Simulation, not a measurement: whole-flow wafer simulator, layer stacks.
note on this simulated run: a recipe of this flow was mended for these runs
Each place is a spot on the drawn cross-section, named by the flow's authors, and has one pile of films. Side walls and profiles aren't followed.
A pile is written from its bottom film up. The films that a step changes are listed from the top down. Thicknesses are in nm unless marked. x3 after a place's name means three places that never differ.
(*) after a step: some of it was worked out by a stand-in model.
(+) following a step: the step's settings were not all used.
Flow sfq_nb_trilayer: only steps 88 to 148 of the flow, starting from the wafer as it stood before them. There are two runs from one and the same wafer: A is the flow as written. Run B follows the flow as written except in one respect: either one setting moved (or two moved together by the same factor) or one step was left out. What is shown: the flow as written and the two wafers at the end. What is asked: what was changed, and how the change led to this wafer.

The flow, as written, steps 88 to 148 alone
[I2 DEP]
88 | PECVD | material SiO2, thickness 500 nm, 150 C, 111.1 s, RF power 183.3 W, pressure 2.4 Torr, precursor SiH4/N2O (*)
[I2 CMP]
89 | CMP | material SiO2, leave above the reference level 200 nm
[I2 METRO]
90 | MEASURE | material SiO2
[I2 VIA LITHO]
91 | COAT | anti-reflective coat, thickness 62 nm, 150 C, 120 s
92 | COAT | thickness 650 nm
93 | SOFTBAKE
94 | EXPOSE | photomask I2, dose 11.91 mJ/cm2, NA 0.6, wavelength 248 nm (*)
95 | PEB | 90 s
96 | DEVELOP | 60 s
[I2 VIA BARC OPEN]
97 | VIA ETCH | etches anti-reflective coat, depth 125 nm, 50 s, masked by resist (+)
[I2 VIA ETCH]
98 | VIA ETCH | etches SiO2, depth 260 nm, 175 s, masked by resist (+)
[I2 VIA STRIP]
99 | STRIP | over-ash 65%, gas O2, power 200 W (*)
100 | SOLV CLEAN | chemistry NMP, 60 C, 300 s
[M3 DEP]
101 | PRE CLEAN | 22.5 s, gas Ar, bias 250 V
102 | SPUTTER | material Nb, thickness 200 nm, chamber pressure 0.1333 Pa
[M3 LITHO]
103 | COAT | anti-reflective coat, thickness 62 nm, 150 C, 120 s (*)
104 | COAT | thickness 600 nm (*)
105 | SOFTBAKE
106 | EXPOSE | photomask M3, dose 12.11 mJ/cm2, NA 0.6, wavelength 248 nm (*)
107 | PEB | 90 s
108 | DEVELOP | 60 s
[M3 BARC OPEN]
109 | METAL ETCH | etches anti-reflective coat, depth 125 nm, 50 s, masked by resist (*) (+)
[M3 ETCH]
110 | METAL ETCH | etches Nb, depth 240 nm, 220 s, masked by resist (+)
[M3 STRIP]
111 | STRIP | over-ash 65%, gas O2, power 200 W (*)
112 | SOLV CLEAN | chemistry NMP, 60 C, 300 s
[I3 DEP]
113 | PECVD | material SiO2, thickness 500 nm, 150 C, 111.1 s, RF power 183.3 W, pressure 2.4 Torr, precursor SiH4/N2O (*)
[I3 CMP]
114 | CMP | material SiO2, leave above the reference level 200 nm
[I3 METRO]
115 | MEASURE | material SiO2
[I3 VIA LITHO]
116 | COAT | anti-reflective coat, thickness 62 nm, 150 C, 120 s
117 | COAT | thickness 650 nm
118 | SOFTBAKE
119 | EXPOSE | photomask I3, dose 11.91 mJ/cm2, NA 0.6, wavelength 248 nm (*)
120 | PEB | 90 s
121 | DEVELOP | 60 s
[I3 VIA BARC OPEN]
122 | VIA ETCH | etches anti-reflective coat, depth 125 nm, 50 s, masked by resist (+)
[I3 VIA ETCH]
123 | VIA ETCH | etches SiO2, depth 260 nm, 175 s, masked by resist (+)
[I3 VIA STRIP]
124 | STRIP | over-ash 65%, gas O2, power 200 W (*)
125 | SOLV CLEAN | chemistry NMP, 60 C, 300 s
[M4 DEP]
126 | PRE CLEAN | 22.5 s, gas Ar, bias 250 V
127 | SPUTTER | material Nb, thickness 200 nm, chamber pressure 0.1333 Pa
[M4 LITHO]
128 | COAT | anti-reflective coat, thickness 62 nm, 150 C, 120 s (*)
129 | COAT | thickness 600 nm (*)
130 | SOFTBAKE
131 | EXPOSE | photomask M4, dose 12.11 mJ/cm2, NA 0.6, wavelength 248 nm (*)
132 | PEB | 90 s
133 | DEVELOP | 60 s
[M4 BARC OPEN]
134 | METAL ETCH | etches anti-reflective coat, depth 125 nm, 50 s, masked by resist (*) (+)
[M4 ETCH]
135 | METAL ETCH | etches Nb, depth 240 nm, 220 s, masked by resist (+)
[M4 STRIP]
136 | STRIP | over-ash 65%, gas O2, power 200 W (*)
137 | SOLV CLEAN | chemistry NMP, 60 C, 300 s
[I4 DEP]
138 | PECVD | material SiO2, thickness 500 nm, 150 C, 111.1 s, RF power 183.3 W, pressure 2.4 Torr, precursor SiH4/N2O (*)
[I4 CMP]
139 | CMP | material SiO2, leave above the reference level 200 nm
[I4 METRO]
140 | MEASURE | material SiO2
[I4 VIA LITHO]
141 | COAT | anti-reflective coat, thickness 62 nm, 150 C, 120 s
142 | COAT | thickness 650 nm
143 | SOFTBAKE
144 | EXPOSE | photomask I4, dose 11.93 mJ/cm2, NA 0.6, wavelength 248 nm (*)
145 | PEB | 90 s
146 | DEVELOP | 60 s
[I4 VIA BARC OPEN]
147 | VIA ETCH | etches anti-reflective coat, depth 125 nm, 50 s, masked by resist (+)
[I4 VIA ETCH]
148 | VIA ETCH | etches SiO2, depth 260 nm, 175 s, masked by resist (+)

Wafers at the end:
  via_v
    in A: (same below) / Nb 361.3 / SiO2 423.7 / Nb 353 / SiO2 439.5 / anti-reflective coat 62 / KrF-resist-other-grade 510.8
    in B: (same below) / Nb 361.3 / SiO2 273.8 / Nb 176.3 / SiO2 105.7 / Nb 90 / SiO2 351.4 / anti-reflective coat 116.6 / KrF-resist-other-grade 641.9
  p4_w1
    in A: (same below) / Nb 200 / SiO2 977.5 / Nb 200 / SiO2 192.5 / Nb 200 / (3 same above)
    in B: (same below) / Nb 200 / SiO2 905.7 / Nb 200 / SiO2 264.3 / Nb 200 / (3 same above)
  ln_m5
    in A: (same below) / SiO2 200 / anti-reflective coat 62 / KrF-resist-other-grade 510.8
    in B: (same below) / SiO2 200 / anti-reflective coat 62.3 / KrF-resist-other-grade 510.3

Cause: step 88, PECVD: RF power 97.37 W was run, though the flow has RF power 183.3 W.

Step by step, how the change led to this:
  88 | PECVD | material SiO2, thickness 500 nm, 150 C, 111.1 s, RF power 183.3 W, pressure 2.4 Torr, precursor SiH4/N2O (*)
      field_l, be, be_sur and 81 more: A SiO2 gains 500 | B SiO2 gains 332.2
      v_sur, via_wl, via_w and 18 more: A SiO2 gains 500 (new film) | B SiO2 gains 332.2 (new film)
      (also at 1 further place)
  89 | CMP | material SiO2, leave above the reference level 200 nm
      field_l, be, be_sur and 81 more: A SiO2 loses 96 | B nothing
      via_v: A SiO2 loses 181.6 | B nothing
      (also at 21 further places)
  91 | COAT | anti-reflective coat, thickness 62 nm, 150 C, 120 s
      ce_r, sp_r, wl_j_sl, wl_f_sr: A anti-reflective coat gains 62 (new film) | B anti-reflective coat gains 63.4 (new film)
      wl_d_m1, m0r_line_l x3: A anti-reflective coat gains 62 (new film) | B anti-reflective coat gains 70.3 (new film)
      (also at 65 further places)
  92 | COAT | thickness 650 nm
      m5r_line_l, m5r_line_r: A KrF-resist-other-grade gains 650 (new film) | B KrF-resist-other-grade gains 665.9 (new film)
      m5r_linepad_l, m5r_linepad_r: A KrF-resist-other-grade gains 650 (new film) | B KrF-resist-other-grade gains 635 (new film)
      (also at 19 further places)
  96 | DEVELOP | 60 s
      via_w: A KrF-resist-other-grade loses 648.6 (all of it) | B KrF-resist-other-grade loses 616.4 (all of it)
  97 | VIA ETCH | etches anti-reflective coat, depth 125 nm, 50 s, masked by resist (+)
      via_w: A anti-reflective coat loses 62 (all of it), SiO2 loses 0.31 | B anti-reflective coat loses 66.7 (all of it), SiO2 loses 0.29
  99 | STRIP | over-ash 65%, gas O2, power 200 W (*)
      m0r_line_l x3: A KrF-resist-other-grade loses 510.8 (all of it), anti-reflective coat loses 62 (all of it) | B KrF-resist-other-grade loses 522.8 (all of it), anti-reflective coat loses 70.3 (all of it)
      m0r_space_l, m6r_space_l x2: A KrF-resist-other-grade loses 510.8 (all of it), anti-reflective coat loses 62 (all of it) | B KrF-resist-other-grade loses 513.6 (all of it), anti-reflective coat loses 81.5 (all of it)
      (also at 68 further places)
  102 | SPUTTER | material Nb, thickness 200 nm, chamber pressure 0.1333 Pa
      via_v: A Nb gains 200 (new film) | B Nb gains 176.3 (new film)
  103 | COAT | anti-reflective coat, thickness 62 nm, 150 C, 120 s (*)
      p3_fr, m0r_line_r x3: A anti-reflective coat gains 62 (new film) | B anti-reflective coat gains 67.9 (new film)
      m0r_line_l x3: A anti-reflective coat gains 62 (new film) | B anti-reflective coat gains 67.7 (new film)
      (also at 61 further places)
  104 | COAT | thickness 600 nm (*)
      wl_d_sl, wl_f_sr: A KrF-resist-other-grade gains 600 (new film) | B KrF-resist-other-grade gains 618.9 (new film)
      m5r_line_l, m5r_line_r: A KrF-resist-other-grade gains 600 (new film) | B KrF-resist-other-grade gains 614.2 (new film)
      (also at 21 further places)
  108 | DEVELOP | 60 s
      wl_d_sl, wl_f_sr: A KrF-resist-other-grade loses 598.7 (all of it) | B KrF-resist-other-grade loses 617.6 (all of it)
      m5r_line_l, m5r_line_r: A KrF-resist-other-grade loses 598.7 (all of it) | B KrF-resist-other-grade loses 612.9 (all of it)
      (also at 10 further places)
  109 | METAL ETCH | etches anti-reflective coat, depth 125 nm, 50 s, masked by resist (*) (+)
      p3_fr, m0r_line_r x3: A anti-reflective coat loses 62 (all of it) | B anti-reflective coat loses 67.9 (all of it)
      m0r_line_l x3: A anti-reflective coat loses 62 (all of it) | B anti-reflective coat loses 67.7 (all of it)
      (also at 42 further places)
  111 | STRIP | over-ash 65%, gas O2, power 200 W (*)
      v_sur: A KrF-resist-other-grade loses 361 (all of it), anti-reflective coat loses 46 (all of it) | B KrF-resist-other-grade loses 339.6 (all of it), anti-reflective coat loses 32.9 (all of it)
      via_wl: A KrF-resist-other-grade loses 381.1 (all of it), anti-reflective coat loses 16.7 (all of it) | B KrF-resist-other-grade loses 350.8 (all of it), anti-reflective coat loses 16.2 (all of it)
      (also at 22 further places)
  113 | PECVD | material SiO2, thickness 500 nm, 150 C, 111.1 s, RF power 183.3 W, pressure 2.4 Torr, precursor SiH4/N2O (*)
      via_v: A SiO2 gains 500 (new film) | B SiO2 gains 530.6 (new film)
  114 | CMP | material SiO2, leave above the reference level 200 nm
      field_l, be, be_sur and 64 more: A SiO2 loses 96 | B SiO2 loses 24.2
      p4_w1, p4_w2, p4_w3 and 6 more: A SiO2 loses 300 | B SiO2 loses 228.2
      (also at 9 further places)
  123 | VIA ETCH | etches SiO2, depth 260 nm, 175 s, masked by resist (+)
      via_v: A SiO2 loses 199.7 (all of it), Nb loses 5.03 | B SiO2 loses 260
  ... another 11 steps ...
  147 | VIA ETCH | etches anti-reflective coat, depth 125 nm, 50 s, masked by resist (+)
      via_wl: A anti-reflective coat loses 62 (all of it), SiO2 loses 0.31 | B anti-reflective coat loses 68.6 (all of it), SiO2 loses 0.28
      via_w: A anti-reflective coat loses 62 (all of it), SiO2 loses 0.31 | B anti-reflective coat loses 71 (all of it), SiO2 loses 0.27
      (also at 1 further place)
If metal films that touch count as one body, via_v has 4 bodies (between them, from the top down: SiO2 105.7; SiO2 273.8; SiO2 192.5); the flow as written gives 3 bodies (between them, from the top down: SiO2 423.7; SiO2 192.5).
